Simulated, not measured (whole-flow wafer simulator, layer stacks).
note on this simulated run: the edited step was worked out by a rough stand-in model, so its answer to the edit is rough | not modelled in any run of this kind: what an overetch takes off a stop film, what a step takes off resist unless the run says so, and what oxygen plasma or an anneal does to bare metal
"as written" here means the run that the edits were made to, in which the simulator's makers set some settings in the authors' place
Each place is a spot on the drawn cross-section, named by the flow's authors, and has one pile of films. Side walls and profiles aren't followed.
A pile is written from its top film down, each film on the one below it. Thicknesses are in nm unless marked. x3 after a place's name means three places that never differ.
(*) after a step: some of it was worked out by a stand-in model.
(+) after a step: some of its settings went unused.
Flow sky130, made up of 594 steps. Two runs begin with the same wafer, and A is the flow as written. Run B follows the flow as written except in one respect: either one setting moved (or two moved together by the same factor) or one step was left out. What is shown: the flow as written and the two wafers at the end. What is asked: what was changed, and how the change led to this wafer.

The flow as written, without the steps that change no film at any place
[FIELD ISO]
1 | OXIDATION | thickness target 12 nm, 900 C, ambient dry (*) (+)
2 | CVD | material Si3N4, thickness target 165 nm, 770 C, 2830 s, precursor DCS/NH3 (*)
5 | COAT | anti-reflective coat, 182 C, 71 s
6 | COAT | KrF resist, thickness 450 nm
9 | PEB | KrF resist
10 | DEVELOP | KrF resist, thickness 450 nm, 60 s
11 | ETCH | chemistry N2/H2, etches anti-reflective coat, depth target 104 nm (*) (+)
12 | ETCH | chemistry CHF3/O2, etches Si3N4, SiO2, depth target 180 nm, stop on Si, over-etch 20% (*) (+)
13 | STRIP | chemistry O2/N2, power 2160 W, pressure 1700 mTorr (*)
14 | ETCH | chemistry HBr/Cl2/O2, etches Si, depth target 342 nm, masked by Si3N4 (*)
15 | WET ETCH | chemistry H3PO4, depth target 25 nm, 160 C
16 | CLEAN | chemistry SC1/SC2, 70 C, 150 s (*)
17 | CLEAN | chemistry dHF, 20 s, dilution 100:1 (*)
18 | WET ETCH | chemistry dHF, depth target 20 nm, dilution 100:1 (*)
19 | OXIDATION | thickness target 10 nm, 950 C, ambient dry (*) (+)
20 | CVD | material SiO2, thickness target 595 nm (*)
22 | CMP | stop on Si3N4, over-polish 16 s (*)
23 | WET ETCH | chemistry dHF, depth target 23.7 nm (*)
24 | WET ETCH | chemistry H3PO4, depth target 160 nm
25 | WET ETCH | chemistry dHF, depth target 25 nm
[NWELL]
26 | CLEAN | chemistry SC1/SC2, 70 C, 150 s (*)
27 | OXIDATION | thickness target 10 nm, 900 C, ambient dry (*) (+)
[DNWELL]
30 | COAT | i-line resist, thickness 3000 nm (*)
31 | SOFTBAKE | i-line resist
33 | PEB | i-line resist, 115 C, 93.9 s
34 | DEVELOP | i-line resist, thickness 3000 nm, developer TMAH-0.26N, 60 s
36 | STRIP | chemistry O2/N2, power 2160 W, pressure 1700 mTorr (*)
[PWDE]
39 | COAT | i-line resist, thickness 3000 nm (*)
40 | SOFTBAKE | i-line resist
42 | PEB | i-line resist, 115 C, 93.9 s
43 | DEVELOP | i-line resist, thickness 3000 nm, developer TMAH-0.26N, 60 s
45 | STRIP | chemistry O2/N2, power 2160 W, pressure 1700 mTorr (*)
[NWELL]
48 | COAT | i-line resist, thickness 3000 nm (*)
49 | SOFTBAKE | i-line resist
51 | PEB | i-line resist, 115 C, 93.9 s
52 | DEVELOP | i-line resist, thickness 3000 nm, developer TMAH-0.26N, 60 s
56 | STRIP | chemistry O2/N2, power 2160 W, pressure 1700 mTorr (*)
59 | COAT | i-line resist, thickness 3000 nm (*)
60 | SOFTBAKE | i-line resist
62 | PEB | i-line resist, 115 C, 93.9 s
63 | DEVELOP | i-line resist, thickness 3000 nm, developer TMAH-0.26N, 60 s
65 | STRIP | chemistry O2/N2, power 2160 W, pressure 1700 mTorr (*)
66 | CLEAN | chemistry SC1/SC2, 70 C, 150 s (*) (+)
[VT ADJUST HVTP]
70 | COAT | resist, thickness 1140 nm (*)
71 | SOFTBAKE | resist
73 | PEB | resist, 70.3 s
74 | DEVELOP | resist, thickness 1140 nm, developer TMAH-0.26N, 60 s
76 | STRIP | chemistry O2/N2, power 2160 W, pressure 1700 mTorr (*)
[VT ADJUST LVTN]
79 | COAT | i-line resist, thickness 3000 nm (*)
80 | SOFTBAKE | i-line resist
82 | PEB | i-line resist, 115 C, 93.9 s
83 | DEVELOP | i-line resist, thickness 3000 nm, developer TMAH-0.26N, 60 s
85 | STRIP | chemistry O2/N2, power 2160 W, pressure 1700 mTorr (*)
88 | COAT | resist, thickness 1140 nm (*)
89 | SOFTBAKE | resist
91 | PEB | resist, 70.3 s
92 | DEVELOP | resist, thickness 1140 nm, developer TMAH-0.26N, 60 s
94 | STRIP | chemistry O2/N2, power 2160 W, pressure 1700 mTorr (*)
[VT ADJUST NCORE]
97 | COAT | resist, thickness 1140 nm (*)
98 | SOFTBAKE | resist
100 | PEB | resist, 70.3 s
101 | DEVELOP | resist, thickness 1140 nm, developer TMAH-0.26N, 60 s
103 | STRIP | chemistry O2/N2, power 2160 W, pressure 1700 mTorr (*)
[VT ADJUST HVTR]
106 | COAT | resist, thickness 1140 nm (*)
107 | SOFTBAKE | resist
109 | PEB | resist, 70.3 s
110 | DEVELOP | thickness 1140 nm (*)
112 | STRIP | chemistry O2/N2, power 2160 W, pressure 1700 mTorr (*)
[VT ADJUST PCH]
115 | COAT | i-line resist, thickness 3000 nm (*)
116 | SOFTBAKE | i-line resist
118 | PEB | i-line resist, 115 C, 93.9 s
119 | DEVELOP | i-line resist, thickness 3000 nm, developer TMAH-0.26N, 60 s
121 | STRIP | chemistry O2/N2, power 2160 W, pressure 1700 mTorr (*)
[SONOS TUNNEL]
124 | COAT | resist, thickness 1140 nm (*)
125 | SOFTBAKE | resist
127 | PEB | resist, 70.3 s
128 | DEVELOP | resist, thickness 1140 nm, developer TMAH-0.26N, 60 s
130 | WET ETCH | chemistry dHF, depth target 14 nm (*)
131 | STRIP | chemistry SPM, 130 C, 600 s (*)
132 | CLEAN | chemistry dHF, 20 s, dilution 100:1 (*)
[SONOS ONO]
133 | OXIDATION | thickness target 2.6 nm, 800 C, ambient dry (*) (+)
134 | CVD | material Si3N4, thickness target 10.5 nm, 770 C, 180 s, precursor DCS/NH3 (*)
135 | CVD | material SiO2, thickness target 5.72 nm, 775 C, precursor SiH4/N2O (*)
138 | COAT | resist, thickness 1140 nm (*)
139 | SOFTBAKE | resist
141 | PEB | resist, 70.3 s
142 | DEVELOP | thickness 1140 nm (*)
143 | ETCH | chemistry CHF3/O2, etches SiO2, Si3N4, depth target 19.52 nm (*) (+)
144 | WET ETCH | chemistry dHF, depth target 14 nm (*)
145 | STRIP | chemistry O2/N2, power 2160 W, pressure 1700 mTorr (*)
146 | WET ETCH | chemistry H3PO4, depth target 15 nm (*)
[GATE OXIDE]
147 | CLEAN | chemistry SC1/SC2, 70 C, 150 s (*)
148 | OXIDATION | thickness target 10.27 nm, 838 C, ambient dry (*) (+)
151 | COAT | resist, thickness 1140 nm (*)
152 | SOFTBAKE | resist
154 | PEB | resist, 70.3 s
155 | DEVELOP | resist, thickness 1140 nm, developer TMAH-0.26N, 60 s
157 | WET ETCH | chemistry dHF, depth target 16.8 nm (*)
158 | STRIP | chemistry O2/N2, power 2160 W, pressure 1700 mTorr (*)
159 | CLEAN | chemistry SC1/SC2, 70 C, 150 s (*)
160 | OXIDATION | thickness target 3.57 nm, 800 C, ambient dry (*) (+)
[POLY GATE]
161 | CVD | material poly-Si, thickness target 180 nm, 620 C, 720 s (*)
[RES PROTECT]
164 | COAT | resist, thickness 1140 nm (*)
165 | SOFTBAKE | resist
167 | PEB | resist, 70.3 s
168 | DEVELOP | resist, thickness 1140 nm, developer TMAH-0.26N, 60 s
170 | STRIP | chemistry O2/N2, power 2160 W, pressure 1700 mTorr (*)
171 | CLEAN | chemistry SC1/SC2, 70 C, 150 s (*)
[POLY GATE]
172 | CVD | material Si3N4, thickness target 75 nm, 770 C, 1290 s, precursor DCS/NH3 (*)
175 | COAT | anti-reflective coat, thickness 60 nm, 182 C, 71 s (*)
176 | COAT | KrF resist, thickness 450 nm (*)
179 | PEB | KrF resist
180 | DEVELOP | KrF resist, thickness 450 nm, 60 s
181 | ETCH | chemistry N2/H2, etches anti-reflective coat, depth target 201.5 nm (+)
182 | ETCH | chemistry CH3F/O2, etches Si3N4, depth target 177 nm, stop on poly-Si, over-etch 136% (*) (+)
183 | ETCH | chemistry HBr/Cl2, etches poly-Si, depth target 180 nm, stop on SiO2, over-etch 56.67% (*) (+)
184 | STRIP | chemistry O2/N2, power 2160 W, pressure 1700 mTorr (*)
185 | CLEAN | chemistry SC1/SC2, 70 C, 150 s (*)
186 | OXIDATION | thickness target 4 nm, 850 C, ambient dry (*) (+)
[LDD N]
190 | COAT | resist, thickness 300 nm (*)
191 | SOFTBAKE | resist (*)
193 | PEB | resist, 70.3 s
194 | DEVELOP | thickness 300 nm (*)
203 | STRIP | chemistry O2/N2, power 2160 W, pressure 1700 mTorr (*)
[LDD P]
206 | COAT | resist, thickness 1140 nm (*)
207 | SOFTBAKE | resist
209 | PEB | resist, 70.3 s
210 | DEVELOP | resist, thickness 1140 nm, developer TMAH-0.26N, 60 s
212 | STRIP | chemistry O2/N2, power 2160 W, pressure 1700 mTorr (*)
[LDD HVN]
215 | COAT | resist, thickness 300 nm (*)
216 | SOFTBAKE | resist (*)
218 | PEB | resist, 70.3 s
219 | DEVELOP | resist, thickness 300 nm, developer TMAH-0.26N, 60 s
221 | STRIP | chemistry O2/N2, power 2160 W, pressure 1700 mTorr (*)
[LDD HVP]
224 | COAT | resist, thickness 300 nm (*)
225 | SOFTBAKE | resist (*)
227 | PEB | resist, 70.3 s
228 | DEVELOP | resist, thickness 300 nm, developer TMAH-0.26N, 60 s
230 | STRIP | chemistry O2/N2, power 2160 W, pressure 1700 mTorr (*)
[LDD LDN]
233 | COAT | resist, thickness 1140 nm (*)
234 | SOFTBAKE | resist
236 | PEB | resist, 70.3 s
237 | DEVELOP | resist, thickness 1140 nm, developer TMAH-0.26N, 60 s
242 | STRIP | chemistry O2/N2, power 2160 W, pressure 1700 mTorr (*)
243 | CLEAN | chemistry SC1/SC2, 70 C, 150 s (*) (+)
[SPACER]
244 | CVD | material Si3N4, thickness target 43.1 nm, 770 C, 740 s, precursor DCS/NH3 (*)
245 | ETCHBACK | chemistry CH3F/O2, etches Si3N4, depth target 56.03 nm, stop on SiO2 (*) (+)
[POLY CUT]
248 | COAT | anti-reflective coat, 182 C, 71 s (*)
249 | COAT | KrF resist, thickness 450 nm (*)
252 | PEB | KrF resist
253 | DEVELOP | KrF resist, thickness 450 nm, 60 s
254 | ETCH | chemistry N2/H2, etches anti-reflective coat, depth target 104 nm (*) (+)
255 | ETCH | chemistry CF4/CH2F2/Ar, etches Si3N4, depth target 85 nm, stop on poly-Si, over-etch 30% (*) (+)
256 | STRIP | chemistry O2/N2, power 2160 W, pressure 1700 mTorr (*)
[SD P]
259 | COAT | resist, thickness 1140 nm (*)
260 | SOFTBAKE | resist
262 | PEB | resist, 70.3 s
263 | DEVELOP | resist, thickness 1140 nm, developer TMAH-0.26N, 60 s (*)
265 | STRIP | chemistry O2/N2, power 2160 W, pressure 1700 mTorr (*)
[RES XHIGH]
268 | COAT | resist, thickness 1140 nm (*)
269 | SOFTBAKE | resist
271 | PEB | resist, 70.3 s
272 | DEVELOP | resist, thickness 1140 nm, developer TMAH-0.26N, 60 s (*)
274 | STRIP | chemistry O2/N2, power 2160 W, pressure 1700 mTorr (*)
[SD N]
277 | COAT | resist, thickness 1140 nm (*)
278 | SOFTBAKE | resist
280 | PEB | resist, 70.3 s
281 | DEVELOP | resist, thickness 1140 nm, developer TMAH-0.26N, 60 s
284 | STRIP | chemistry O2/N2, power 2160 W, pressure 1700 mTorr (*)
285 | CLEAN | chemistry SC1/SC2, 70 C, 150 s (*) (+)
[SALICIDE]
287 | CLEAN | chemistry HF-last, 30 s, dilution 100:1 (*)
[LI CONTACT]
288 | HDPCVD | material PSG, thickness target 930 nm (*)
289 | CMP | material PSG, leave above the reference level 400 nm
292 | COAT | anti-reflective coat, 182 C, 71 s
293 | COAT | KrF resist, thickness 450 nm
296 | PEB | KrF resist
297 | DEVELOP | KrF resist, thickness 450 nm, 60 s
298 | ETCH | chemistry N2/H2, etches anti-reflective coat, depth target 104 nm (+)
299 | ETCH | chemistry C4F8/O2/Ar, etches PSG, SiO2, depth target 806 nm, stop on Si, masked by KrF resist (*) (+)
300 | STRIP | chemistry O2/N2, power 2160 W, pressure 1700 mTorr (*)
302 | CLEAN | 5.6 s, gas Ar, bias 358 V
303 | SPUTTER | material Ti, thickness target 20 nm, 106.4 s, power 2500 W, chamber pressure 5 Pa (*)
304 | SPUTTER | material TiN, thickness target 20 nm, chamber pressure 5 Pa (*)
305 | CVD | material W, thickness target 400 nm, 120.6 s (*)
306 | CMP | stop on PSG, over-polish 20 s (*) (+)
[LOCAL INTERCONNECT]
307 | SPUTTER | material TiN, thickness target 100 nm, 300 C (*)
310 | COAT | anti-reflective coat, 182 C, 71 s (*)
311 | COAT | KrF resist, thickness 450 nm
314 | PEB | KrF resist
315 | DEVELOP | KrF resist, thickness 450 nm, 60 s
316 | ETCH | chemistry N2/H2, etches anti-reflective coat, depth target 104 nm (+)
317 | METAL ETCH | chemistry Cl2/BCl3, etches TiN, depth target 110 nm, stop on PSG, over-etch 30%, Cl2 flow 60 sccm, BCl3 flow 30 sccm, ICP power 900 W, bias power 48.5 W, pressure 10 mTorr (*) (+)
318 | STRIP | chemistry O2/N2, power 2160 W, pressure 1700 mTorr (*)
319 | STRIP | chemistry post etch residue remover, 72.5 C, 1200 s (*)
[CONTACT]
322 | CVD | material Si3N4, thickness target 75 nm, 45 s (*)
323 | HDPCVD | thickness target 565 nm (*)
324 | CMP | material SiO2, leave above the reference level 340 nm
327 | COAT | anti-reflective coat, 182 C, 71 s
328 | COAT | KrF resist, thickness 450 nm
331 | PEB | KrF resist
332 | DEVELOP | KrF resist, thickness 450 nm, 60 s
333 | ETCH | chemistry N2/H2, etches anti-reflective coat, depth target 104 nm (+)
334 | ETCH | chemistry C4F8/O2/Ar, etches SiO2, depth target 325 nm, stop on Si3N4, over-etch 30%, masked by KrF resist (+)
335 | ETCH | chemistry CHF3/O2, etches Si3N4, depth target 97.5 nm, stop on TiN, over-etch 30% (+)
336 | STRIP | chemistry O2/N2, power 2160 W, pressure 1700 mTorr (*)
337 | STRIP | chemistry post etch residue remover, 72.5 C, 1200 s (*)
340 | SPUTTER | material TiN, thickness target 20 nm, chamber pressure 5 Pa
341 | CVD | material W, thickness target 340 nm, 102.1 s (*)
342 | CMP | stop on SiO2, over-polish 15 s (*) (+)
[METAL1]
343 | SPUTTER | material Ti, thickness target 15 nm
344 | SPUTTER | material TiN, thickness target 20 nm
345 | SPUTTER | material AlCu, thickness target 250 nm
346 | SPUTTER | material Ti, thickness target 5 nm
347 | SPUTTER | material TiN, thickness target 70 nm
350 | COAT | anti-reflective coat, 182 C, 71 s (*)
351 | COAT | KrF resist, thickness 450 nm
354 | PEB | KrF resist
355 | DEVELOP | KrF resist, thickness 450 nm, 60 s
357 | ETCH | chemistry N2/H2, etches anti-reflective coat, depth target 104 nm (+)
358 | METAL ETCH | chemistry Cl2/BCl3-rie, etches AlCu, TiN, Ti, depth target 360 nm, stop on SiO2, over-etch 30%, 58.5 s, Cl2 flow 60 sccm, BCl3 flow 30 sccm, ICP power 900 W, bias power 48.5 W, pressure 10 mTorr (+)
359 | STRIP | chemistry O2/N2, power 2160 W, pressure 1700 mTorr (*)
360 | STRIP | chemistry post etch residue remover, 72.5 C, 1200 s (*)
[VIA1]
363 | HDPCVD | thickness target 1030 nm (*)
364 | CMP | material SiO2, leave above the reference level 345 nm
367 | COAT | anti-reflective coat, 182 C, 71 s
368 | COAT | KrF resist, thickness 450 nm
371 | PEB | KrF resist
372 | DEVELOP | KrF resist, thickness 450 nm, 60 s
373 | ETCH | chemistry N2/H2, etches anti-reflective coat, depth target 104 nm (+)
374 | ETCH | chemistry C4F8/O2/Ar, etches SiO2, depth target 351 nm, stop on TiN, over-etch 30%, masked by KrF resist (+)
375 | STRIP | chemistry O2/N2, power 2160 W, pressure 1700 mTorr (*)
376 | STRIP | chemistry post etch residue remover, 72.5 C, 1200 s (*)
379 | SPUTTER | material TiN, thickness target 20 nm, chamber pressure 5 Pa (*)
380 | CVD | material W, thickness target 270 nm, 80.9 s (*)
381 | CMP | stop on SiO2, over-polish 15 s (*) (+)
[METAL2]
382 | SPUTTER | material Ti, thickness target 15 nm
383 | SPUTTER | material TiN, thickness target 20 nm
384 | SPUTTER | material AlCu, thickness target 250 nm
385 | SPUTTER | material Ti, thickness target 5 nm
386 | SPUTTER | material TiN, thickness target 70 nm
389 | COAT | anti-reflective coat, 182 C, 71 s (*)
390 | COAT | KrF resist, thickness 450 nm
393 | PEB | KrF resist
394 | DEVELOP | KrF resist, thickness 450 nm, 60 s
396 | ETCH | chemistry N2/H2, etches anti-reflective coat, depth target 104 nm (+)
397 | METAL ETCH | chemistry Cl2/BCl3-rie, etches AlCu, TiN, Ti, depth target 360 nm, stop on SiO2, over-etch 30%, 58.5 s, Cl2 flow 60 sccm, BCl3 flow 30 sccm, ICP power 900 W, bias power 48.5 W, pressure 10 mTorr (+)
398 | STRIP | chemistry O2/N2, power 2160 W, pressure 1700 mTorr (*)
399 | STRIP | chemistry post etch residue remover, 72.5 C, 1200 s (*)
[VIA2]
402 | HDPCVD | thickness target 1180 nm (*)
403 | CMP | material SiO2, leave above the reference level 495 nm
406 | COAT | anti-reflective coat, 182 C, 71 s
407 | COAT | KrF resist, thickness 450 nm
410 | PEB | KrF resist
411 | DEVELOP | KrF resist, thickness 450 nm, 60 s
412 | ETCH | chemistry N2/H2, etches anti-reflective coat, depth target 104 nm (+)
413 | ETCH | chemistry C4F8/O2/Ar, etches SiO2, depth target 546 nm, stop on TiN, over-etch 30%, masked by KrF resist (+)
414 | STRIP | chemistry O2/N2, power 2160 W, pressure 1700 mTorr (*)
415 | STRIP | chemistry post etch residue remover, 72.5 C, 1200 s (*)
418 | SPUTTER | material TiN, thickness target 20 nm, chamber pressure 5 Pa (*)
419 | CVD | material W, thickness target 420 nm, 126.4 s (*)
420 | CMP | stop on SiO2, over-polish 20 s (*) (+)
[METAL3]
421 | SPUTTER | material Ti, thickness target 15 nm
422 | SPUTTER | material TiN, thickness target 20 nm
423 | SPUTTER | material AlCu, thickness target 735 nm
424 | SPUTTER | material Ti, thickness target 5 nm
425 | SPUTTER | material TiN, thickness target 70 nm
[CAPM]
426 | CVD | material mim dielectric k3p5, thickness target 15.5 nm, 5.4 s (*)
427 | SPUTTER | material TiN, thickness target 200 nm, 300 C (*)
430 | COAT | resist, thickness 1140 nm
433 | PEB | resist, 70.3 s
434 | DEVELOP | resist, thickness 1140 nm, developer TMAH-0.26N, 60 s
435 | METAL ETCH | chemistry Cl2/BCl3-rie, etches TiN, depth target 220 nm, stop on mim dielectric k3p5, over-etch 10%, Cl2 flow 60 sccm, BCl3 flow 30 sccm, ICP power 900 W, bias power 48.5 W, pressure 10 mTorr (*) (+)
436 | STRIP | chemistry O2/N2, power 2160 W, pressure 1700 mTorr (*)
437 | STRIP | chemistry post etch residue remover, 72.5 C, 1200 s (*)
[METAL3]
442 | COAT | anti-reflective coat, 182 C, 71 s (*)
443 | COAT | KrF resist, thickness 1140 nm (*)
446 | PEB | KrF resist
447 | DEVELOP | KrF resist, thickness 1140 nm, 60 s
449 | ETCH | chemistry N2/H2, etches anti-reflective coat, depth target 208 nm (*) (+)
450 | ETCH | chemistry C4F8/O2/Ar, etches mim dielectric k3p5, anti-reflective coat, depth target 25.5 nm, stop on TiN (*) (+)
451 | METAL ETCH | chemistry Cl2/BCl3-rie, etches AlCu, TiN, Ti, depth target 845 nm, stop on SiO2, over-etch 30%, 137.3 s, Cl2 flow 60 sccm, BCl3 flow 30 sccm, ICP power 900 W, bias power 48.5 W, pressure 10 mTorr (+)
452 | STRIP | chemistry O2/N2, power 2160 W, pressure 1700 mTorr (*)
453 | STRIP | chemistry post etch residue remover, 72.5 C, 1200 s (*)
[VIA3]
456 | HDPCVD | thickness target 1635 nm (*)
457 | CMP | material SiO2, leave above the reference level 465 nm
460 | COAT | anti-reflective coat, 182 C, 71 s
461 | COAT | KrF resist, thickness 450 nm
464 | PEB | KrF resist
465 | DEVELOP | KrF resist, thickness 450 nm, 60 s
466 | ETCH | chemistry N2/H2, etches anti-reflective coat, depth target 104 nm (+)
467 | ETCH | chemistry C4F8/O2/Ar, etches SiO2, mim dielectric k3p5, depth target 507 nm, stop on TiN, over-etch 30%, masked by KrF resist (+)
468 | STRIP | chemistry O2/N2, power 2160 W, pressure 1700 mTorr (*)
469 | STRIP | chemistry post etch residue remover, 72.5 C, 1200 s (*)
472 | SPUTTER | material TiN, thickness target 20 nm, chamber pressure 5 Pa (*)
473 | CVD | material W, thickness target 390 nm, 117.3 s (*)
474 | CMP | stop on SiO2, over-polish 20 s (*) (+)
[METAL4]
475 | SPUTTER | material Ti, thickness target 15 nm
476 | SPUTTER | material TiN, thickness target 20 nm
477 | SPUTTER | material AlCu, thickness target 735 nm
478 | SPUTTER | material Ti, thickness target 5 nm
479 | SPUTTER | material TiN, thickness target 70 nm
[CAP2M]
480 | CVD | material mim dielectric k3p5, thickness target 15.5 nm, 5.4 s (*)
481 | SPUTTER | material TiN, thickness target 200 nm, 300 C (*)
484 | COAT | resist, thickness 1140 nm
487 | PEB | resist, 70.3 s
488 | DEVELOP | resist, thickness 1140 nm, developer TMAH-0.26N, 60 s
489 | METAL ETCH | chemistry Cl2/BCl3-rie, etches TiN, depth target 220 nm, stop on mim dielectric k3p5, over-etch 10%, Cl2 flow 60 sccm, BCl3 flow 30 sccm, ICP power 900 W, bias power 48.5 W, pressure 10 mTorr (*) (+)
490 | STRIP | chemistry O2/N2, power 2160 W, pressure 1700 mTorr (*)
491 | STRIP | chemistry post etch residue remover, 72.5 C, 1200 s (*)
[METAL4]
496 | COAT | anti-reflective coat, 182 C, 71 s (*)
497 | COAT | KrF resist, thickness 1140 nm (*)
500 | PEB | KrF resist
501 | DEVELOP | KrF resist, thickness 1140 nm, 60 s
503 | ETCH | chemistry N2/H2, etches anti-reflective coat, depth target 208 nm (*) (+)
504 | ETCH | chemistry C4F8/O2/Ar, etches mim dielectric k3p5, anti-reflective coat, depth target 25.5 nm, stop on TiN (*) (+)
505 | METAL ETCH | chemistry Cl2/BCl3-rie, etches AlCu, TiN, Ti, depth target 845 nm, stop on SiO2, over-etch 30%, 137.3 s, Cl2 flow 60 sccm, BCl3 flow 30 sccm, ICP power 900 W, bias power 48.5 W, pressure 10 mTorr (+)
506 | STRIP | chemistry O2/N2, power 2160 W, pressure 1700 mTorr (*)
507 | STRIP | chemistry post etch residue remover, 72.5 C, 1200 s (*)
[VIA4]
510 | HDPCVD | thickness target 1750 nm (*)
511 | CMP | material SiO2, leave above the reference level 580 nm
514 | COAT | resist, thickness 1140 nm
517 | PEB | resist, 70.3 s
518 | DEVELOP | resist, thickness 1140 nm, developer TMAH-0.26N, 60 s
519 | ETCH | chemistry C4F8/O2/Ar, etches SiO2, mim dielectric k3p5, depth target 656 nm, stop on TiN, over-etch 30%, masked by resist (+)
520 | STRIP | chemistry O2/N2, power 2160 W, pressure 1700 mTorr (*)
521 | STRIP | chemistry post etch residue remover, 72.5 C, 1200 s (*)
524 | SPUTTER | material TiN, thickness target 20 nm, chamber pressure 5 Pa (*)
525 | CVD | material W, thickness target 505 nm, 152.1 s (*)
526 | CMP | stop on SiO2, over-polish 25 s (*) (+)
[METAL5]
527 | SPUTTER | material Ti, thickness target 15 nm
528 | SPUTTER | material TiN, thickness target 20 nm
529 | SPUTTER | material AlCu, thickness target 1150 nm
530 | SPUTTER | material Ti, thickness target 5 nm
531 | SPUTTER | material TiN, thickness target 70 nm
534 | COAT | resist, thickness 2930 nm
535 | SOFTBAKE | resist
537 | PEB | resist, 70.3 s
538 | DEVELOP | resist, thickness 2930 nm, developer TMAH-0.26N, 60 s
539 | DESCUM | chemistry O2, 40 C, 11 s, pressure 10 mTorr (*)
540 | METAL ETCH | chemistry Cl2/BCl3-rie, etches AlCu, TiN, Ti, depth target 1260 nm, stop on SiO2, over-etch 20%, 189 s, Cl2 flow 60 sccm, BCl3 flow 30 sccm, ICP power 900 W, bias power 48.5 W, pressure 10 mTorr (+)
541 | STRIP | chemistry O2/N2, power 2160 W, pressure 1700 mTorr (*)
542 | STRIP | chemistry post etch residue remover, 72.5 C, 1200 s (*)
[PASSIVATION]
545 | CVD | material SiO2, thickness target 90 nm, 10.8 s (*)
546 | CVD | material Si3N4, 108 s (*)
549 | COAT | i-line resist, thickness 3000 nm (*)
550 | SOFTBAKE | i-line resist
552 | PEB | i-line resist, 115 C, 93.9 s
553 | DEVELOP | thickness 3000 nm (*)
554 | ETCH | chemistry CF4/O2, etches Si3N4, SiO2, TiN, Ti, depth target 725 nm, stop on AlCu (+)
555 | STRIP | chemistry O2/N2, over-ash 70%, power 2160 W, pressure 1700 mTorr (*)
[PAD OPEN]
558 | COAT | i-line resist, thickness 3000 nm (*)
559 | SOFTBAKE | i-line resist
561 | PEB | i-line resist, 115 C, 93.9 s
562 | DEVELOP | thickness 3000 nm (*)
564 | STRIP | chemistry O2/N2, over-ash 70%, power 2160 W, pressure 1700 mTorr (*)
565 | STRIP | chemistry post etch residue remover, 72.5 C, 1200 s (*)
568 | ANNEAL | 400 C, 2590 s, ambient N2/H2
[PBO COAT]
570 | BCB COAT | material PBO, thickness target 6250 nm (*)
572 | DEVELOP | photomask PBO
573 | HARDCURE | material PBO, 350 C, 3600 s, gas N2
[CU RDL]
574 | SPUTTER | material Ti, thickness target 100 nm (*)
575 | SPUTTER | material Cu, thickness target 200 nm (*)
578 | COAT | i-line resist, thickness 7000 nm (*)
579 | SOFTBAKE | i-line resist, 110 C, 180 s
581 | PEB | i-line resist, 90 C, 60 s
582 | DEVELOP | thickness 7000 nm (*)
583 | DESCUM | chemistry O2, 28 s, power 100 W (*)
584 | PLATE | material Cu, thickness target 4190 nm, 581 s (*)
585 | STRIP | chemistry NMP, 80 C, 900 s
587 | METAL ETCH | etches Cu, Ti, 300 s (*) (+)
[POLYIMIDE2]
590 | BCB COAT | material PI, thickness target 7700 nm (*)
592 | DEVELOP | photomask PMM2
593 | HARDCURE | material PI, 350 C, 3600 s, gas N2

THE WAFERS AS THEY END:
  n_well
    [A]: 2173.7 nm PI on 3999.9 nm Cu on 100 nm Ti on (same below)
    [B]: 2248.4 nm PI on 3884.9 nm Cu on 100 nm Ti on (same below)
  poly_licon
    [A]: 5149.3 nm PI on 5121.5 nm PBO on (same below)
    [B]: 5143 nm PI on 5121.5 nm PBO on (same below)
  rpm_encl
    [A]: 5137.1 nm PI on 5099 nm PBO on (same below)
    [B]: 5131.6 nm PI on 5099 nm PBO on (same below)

Cause: step 575, SPUTTER: thickness target 85 nm was run, while the flow as written has thickness target 200 nm.

Step by step, how the change led to this:
  575 | SPUTTER | material Cu, thickness target 200 nm (*)
      field, active, n_well and 190 more: A Cu gains 200 (new film) | B Cu gains 85 (new film)
  587 | METAL ETCH | etches Cu, Ti, 300 s (*) (+)
      field, active, gate and 167 more: A Cu loses 200 (all of it), Ti loses 100 (all of it) | B Cu loses 85 (all of it), Ti loses 100 (all of it)
  590 | BCB COAT | material PI, thickness target 7700 nm (*)
      n_well, p_well, sd_n, sd_p: A PI gains 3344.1 (new film) | B PI gains 3459.1 (new film)
      mim: A PI gains 3670.5 (new film) | B PI gains 3780.3 (new film)
      (and at 14 other places as well)
  593 | HARDCURE | material PI, 350 C, 3600 s, gas N2
      n_well, p_well, sd_n, sd_p: A PI loses 1170.4 | B PI loses 1210.7
